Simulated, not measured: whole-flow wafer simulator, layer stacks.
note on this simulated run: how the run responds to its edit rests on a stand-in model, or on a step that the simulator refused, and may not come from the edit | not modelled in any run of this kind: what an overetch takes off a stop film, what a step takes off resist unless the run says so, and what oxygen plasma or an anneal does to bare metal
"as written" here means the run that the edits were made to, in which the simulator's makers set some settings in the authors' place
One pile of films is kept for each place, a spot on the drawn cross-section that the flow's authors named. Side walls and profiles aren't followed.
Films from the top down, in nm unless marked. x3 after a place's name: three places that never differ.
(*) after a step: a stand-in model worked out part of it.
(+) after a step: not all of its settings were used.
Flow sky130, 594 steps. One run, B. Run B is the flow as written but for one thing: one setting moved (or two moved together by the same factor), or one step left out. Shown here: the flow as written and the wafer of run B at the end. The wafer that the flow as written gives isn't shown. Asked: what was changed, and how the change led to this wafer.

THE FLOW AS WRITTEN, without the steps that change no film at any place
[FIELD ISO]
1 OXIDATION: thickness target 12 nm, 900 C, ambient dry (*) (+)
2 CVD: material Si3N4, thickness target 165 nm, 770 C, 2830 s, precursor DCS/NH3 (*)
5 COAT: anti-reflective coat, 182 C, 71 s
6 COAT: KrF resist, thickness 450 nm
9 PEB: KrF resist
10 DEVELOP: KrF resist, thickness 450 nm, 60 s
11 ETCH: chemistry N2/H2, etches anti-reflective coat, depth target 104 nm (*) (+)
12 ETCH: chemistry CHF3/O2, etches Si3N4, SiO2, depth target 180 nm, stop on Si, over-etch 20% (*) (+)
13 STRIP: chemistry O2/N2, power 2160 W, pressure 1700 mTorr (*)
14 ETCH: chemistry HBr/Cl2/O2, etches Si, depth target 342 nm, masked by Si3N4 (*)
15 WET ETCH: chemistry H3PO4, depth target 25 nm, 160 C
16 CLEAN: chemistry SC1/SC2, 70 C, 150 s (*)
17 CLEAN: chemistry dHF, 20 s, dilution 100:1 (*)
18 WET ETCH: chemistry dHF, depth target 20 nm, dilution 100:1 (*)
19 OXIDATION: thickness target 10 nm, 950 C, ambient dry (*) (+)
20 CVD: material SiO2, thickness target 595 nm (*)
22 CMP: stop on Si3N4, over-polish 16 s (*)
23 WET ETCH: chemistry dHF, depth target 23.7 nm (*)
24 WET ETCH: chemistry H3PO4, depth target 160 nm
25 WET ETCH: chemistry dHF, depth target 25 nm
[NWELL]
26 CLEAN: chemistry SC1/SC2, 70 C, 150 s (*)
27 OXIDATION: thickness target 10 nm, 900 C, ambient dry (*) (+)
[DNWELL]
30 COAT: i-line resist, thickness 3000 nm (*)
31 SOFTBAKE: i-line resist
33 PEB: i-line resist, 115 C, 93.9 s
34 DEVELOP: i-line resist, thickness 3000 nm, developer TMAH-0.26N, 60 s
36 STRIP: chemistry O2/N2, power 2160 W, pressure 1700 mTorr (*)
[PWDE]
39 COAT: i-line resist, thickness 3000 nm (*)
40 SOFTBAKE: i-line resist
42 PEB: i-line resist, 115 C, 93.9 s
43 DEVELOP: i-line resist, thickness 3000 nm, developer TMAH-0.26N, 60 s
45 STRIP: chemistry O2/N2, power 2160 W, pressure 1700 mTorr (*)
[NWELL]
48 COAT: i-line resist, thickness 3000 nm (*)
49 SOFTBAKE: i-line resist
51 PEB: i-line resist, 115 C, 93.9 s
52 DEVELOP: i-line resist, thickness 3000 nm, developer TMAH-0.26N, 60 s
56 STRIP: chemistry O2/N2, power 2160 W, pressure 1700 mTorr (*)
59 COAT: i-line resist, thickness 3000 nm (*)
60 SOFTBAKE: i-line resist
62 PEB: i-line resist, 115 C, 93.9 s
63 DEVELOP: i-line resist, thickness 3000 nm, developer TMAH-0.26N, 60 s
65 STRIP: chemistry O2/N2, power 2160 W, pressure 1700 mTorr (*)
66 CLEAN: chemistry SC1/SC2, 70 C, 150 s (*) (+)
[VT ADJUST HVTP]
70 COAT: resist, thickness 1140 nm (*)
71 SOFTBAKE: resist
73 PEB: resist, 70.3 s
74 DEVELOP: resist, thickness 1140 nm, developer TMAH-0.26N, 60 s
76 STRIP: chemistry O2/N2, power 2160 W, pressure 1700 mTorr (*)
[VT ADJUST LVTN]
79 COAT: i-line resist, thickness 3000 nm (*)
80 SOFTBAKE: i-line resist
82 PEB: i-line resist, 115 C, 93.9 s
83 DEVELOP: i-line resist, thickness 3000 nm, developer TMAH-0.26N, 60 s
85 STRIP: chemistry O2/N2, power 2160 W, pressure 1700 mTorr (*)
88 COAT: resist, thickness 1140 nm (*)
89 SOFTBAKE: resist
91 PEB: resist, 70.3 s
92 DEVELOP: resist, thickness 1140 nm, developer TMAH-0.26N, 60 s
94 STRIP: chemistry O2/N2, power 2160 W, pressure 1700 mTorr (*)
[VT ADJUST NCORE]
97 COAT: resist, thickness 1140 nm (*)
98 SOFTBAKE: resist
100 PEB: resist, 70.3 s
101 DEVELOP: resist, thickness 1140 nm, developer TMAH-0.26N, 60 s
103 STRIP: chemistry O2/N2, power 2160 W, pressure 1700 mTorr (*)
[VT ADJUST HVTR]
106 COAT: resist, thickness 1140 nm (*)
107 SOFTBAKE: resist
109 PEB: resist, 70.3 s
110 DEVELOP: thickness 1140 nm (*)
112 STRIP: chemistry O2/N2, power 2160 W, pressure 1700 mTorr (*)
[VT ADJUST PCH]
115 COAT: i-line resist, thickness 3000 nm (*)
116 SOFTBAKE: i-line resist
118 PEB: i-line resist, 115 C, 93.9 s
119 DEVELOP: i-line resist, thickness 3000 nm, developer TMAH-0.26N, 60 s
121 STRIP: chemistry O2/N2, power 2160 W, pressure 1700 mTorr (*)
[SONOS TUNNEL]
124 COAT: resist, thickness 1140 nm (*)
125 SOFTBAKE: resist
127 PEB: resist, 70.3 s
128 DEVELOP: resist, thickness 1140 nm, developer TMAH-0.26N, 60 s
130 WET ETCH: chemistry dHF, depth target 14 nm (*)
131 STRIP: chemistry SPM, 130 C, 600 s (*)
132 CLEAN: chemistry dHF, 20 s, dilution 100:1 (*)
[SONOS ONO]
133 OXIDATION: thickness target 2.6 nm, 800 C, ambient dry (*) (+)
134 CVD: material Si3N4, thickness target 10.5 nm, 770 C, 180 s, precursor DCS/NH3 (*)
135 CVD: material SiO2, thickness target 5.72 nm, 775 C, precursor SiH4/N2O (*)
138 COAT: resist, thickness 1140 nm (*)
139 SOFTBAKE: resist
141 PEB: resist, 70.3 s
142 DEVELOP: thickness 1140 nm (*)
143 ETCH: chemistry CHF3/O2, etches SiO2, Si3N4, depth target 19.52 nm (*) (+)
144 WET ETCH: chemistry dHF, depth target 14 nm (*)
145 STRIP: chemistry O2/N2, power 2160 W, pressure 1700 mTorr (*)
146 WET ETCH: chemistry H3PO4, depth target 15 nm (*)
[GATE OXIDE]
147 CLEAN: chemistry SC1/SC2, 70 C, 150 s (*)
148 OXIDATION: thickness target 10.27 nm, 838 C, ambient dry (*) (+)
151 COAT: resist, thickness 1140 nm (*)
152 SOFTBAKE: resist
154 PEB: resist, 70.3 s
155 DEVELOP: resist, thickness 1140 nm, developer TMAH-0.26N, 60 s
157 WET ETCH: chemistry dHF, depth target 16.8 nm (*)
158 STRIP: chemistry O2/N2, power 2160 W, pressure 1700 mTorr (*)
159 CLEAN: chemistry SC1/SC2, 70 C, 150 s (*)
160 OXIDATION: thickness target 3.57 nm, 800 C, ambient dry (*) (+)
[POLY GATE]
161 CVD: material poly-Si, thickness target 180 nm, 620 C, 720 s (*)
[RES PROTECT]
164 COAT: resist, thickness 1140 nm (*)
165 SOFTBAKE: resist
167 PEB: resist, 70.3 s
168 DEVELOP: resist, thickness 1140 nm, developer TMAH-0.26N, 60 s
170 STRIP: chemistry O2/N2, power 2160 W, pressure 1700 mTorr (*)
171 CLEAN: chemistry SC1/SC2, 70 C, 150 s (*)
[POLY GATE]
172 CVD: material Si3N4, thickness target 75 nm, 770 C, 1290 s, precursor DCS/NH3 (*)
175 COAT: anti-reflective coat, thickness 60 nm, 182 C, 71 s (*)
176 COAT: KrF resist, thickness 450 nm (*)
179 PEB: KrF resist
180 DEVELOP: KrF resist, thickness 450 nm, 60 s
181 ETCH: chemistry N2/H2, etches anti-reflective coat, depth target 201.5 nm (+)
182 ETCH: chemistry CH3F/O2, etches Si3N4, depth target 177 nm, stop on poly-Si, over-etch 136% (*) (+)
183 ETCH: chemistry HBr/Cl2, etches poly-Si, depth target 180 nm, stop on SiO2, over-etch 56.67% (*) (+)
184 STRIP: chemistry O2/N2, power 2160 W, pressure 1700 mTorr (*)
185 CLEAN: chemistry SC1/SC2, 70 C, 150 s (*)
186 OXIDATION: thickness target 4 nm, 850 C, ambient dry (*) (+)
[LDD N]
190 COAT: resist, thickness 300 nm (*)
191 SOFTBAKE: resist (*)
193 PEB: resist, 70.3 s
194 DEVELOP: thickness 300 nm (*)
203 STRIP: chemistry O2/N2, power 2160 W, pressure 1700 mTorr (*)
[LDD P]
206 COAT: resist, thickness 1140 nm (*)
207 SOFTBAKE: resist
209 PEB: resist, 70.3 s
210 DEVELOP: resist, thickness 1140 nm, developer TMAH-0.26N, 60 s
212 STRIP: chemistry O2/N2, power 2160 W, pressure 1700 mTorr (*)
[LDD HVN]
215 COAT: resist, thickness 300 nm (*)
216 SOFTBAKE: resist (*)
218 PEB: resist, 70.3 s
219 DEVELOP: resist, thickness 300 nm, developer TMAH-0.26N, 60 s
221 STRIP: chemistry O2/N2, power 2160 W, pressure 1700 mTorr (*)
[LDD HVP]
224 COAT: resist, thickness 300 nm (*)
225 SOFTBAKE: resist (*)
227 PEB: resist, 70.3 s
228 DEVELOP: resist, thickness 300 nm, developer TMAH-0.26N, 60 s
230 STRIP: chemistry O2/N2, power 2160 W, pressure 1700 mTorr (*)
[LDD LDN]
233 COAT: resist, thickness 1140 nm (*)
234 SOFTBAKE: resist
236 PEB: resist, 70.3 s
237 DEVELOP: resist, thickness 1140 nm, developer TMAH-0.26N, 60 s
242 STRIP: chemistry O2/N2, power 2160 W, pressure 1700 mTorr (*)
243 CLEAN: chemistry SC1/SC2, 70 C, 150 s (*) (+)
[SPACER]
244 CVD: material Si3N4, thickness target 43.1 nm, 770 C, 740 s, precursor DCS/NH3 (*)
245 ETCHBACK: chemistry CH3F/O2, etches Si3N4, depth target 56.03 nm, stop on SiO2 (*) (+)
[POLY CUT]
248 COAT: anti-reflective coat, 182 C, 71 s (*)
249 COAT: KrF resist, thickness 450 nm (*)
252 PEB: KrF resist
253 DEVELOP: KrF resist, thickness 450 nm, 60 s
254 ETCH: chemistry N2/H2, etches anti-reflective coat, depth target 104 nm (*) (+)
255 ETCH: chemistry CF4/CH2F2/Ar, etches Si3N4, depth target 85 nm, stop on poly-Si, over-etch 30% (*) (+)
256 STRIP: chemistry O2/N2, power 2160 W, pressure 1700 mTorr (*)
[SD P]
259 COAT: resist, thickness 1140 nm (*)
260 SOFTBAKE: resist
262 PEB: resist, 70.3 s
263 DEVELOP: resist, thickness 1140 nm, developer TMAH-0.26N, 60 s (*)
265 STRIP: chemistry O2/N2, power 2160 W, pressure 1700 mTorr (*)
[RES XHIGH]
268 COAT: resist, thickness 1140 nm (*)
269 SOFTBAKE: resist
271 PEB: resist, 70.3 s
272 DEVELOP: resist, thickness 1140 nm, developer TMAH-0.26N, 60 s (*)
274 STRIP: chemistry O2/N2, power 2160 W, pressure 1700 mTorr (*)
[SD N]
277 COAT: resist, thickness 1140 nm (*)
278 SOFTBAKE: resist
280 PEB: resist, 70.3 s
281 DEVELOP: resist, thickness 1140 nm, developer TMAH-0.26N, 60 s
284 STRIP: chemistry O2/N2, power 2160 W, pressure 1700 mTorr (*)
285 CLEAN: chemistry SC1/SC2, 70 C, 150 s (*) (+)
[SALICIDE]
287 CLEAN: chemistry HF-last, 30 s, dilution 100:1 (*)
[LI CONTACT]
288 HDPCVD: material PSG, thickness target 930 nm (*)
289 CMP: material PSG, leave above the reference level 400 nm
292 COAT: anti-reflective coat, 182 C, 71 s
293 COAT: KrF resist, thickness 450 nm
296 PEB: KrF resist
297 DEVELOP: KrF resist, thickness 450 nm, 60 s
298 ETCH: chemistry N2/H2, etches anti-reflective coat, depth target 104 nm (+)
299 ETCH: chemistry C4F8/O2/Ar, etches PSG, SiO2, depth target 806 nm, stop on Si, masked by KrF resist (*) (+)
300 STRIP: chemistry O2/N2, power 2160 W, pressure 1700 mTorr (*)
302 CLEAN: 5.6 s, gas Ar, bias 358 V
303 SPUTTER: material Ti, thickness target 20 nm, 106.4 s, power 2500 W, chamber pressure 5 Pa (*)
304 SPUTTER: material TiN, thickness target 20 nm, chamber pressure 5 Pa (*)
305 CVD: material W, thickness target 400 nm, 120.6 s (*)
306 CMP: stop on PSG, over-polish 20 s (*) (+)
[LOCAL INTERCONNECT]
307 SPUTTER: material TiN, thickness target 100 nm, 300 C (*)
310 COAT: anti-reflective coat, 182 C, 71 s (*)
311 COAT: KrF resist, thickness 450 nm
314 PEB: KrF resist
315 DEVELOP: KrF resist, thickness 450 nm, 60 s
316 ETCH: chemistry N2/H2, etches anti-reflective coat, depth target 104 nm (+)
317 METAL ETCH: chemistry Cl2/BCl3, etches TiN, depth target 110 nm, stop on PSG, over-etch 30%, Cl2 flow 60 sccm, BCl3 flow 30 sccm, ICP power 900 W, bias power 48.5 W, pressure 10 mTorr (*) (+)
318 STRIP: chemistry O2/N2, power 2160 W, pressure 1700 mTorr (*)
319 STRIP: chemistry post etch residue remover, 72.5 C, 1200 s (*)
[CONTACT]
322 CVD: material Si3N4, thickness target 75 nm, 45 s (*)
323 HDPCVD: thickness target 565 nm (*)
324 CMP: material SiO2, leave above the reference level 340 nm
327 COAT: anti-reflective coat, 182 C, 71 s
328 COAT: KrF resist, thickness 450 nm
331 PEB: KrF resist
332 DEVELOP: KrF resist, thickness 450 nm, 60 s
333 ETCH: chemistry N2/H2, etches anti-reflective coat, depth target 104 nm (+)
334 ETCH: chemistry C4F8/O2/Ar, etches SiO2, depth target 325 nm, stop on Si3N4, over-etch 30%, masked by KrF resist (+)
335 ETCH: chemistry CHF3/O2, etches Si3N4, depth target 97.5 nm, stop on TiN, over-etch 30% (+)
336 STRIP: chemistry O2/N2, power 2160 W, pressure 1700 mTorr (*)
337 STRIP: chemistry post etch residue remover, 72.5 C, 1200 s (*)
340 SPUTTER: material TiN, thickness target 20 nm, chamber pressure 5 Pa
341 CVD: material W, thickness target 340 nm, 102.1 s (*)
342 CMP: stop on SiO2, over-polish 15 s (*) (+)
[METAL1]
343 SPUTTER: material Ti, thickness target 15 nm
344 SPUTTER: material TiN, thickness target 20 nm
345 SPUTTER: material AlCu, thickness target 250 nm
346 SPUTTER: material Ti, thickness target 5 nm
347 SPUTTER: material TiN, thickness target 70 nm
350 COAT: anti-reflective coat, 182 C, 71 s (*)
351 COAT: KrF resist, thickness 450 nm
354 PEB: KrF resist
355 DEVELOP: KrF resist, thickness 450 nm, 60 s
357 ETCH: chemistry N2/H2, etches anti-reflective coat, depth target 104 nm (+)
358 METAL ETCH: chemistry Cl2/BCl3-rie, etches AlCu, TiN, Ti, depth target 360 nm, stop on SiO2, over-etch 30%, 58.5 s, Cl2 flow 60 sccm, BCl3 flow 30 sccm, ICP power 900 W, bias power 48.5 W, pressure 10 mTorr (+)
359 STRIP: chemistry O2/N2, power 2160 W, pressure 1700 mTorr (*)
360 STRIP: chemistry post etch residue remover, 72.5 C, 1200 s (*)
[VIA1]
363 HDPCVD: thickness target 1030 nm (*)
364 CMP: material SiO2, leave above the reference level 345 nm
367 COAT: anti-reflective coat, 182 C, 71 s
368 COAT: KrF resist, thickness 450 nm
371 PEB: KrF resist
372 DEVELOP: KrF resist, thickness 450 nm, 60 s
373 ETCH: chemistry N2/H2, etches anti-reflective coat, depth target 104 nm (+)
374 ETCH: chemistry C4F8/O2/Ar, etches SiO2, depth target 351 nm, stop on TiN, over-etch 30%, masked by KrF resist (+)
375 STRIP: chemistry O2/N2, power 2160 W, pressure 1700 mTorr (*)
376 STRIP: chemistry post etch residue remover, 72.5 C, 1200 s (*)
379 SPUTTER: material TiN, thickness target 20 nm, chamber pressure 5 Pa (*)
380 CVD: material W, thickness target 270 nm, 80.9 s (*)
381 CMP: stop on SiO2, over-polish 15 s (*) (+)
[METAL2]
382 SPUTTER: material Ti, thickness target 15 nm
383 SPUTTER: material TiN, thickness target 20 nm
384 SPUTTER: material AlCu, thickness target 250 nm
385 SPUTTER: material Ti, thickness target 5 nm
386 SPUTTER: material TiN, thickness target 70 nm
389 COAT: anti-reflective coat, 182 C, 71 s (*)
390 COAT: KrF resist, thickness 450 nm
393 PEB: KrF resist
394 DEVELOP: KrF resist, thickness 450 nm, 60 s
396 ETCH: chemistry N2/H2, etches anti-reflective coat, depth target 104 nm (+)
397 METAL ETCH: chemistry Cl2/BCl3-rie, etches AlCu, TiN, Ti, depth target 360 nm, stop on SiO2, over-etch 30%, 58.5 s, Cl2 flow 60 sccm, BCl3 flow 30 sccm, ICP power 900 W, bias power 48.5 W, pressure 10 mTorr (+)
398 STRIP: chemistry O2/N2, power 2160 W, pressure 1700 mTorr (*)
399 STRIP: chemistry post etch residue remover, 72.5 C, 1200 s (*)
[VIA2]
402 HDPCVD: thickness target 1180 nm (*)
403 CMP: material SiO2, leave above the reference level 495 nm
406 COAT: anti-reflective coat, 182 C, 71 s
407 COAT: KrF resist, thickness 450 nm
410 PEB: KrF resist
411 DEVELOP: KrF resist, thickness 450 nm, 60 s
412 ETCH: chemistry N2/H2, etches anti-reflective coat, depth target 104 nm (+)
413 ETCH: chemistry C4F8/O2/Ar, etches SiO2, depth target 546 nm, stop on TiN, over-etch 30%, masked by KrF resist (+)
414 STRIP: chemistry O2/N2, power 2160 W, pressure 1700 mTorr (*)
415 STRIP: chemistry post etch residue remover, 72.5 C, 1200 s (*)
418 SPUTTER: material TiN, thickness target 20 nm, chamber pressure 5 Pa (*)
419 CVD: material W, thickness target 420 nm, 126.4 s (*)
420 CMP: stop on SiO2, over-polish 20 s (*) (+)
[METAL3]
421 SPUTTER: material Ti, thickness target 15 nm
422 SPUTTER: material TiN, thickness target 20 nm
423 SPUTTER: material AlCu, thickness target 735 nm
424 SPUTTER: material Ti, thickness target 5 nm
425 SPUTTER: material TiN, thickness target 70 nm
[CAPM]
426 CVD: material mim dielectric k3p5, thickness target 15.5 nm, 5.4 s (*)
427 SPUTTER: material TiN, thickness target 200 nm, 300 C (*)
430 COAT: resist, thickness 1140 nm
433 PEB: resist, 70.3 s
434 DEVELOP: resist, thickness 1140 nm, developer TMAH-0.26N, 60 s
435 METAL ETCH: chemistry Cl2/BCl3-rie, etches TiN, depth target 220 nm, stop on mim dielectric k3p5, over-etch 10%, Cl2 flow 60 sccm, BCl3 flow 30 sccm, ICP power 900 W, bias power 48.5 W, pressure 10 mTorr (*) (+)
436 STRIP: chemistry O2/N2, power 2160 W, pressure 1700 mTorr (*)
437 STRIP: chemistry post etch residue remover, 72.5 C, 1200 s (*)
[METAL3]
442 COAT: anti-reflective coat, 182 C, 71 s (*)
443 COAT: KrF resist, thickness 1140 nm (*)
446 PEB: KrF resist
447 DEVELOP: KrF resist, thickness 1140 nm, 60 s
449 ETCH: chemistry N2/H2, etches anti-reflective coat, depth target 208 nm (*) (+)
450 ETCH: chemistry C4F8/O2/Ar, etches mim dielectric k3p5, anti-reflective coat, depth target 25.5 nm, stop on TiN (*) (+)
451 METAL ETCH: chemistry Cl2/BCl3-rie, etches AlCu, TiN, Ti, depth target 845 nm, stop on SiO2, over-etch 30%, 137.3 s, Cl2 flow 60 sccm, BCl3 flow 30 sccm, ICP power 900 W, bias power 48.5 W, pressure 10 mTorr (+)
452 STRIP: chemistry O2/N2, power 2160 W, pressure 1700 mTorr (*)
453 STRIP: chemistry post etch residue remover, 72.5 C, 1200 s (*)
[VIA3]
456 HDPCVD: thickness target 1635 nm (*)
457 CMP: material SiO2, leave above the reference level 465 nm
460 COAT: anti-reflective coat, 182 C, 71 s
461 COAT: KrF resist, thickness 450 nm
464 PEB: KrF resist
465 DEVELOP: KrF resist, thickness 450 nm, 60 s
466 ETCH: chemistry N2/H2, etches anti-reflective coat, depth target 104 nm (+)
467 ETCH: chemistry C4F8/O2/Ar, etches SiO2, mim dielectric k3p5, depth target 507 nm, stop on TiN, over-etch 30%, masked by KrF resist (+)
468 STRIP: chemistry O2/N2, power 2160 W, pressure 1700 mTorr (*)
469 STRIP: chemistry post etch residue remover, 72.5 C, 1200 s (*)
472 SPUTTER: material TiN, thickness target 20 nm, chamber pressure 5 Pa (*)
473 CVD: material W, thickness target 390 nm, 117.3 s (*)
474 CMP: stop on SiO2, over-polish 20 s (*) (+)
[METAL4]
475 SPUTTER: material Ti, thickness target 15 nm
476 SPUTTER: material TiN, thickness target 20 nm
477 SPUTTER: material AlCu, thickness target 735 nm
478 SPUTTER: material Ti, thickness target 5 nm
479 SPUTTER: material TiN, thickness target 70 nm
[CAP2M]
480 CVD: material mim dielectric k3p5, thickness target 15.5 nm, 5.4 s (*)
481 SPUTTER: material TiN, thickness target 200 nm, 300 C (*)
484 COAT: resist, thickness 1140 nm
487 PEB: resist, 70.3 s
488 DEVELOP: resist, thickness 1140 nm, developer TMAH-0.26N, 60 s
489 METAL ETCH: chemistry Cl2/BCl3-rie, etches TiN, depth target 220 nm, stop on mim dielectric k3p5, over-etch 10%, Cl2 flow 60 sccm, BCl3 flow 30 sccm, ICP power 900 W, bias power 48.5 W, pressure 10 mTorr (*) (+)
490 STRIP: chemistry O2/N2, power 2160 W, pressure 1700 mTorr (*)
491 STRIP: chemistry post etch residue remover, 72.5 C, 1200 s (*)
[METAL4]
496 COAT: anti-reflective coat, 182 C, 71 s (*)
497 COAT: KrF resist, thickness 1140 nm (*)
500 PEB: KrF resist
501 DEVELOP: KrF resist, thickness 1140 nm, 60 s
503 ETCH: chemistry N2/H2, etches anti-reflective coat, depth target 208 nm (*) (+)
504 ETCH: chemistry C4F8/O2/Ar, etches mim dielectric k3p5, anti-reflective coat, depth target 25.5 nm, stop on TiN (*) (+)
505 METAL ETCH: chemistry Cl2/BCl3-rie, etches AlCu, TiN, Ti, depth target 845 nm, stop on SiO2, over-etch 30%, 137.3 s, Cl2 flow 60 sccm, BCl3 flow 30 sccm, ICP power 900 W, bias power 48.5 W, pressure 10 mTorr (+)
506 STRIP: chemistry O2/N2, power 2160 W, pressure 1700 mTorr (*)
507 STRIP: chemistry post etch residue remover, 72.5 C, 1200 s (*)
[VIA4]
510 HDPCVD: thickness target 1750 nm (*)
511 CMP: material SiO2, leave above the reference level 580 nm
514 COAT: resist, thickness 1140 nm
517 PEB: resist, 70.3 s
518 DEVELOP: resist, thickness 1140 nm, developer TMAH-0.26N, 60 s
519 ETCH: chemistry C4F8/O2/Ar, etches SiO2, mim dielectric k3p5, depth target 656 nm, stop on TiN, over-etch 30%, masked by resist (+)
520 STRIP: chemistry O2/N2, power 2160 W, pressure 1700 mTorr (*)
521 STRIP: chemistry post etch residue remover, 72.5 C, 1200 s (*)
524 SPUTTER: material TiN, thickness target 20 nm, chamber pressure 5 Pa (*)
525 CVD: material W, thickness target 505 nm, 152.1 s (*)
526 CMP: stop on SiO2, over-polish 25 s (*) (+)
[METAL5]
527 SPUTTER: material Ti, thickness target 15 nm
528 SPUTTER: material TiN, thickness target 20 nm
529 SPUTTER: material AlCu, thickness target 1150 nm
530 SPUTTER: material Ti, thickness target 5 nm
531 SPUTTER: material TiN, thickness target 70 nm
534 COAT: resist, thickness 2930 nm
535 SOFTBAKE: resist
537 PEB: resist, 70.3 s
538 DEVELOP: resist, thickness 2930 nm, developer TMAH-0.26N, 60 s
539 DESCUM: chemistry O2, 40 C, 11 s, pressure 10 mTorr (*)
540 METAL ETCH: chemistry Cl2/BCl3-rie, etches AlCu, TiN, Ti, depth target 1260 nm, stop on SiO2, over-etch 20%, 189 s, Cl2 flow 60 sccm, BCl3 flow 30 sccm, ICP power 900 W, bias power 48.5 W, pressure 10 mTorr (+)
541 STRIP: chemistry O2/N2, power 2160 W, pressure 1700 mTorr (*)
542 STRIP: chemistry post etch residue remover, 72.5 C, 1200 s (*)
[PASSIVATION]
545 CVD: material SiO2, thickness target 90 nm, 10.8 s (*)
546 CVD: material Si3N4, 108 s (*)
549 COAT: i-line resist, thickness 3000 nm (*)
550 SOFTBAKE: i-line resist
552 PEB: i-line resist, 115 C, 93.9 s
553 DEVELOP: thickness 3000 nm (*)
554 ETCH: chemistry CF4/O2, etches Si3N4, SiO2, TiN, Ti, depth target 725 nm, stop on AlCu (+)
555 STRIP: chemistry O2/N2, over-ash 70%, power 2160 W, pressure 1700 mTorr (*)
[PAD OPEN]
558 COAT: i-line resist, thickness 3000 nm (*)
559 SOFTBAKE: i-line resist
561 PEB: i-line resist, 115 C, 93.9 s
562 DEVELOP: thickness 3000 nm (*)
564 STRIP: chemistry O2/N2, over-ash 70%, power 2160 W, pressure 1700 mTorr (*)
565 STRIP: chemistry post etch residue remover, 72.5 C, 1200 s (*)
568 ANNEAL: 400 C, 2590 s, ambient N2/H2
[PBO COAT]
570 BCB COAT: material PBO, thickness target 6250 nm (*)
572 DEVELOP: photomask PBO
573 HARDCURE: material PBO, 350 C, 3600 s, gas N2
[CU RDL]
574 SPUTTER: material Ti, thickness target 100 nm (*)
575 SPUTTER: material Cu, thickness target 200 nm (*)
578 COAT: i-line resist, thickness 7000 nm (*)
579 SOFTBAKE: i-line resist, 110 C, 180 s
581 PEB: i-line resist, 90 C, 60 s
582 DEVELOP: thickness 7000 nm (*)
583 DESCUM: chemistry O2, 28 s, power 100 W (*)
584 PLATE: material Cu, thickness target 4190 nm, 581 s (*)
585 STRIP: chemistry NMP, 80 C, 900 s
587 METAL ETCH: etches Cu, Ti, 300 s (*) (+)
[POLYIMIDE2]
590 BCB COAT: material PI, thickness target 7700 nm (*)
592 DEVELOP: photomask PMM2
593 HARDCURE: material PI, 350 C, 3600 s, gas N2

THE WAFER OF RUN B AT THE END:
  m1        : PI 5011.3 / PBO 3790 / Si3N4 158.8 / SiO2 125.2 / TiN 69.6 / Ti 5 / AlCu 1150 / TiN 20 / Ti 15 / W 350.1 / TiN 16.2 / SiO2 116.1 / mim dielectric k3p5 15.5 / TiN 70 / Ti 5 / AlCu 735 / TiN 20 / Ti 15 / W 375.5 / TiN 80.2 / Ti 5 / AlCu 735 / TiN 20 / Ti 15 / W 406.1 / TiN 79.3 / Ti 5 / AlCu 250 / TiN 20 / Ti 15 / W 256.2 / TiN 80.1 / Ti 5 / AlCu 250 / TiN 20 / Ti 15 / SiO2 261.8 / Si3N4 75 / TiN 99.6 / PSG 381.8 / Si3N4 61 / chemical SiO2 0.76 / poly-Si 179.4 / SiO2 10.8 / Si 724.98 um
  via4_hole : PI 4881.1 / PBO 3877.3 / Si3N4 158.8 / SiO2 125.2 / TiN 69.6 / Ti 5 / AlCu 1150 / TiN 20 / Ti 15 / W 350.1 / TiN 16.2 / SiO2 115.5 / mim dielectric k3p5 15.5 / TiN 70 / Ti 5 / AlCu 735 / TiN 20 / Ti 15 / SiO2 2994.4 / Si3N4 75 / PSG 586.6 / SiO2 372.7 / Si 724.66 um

The cause: step 519, ETCH: depth target 374 nm was run, where the flow has depth target 656 nm.

How the change led to this, step by step:
  519 ETCH: chemistry C4F8/O2/Ar, etches SiO2, mim dielectric k3p5, depth target 656 nm, stop on TiN, over-etch 30%, masked by resist (+)
      m1: SiO2 -374 (as written it would be: SiO2 -490.1 (all of it), mim dielectric k3p5 -15.5 (all of it))
      via4_hole: SiO2 -374 (as written it would be: SiO2 -489.5 (all of it), mim dielectric k3p5 -15.5 (all of it))
      (and at 191 more places)
  520 STRIP: chemistry O2/N2, power 2160 W, pressure 1700 mTorr (*)
      field, active, n_well and 188 more: resist -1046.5 (all of it) (as written it would be: resist -990.1 (all of it))
  524 SPUTTER: material TiN, thickness target 20 nm, chamber pressure 5 Pa (*)
      m1, via4_hole: TiN +16.2 (new film) (as written it would be: TiN +15.3)
  525 CVD: material W, thickness target 505 nm, 152.1 s (*)
      m1: W +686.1 (new film) (as written it would be: W +1015.8 (new film))
      via4_hole: W +687.7 (new film) (as written it would be: W +1015.2 (new film))
  526 CMP: stop on SiO2, over-polish 25 s (*) (+)
      m1: W -335.9 (as written it would be: W -532.7)
      via4_hole: W -337.6 (as written it would be: W -532.7)
Counting metal films that touch as one body, m1 has 3 bodies (between them, from the top down: SiO2 116.1 / mim dielectric k3p5 15.5; SiO2 261.8 / Si3N4 75); the flow as written gives 2 bodies (between them, from the top down: SiO2 261.8 / Si3N4 75).
Counting metal films that touch as one body, via4_hole has 2 bodies (between them, from the top down: SiO2 115.5 / mim dielectric k3p5 15.5); the flow as written gives 1 body.
